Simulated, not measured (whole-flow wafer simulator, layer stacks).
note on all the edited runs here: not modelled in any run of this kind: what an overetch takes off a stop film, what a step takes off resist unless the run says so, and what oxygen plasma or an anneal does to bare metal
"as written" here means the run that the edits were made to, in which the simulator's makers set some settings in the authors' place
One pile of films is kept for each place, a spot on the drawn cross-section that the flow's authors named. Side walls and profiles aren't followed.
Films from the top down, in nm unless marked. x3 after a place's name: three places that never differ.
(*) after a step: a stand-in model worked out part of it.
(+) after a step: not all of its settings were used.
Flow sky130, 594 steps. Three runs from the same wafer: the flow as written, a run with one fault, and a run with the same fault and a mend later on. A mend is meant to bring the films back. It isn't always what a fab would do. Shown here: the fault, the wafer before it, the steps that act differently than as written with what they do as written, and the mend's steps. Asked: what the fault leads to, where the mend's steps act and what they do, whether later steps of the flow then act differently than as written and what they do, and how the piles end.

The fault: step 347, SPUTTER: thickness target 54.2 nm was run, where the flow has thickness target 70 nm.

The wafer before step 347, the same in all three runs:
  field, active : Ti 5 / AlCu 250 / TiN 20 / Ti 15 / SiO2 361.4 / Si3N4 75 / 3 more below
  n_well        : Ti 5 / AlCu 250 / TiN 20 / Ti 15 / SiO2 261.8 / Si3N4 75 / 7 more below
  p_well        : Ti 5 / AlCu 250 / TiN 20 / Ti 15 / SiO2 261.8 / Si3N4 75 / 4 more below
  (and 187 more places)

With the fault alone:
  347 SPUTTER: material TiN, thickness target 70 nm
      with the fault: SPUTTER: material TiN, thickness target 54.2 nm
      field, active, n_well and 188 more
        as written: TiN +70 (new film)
        with the fault: TiN +54.2 (new film)
  Later steps of the flow that act differently than as written (12 more steps differ only slightly, by at most 2% or 0.5 nm, whichever is larger, and aren't shown):
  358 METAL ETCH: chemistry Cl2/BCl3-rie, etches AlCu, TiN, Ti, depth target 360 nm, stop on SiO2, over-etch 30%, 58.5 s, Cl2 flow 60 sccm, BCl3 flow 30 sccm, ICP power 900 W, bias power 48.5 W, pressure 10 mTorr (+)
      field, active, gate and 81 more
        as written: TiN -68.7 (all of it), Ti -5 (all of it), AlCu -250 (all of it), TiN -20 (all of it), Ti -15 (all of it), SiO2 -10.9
        with the fault: TiN -52.9 (all of it), Ti -5 (all of it), AlCu -250 (all of it), TiN -20 (all of it), Ti -15 (all of it), SiO2 -12.5
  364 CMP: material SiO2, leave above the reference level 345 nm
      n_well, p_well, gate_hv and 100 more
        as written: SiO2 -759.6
        with the fault: SiO2 -743.8
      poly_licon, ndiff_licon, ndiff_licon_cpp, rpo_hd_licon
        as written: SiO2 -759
        with the fault: SiO2 -743.2
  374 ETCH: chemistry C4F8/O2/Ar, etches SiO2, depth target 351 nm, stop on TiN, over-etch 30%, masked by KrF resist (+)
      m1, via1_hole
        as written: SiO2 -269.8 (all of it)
        with the fault: SiO2 -285.6 (all of it)
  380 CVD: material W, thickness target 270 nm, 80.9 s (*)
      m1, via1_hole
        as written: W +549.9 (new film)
        with the fault: W +566 (new film)
  At the end the piles differ from the flow's by more than 2% or 0.5 nm, whichever is larger, at n_well, p_well, gate_hv and 104 more.
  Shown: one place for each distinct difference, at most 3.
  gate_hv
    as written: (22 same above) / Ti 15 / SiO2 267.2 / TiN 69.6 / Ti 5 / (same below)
    with the fault: (22 same above) / Ti 15 / SiO2 283 / TiN 53.8 / Ti 5 / (same below)
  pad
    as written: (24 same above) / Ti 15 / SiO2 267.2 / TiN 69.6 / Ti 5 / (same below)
    with the fault: (24 same above) / Ti 15 / SiO2 283 / TiN 53.8 / Ti 5 / (same below)
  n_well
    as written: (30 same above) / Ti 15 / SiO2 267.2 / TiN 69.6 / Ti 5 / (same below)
    with the fault: (30 same above) / Ti 15 / SiO2 283 / TiN 53.8 / Ti 5 / (same below)

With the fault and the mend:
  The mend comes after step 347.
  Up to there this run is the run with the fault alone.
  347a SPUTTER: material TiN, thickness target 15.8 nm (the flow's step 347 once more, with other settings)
      field, active, n_well and 188 more
        TiN +15.8
  No later step of the flow acts differently than as written at any place that is followed.
  At the end the piles are the same as the flow's at every place that both follow.
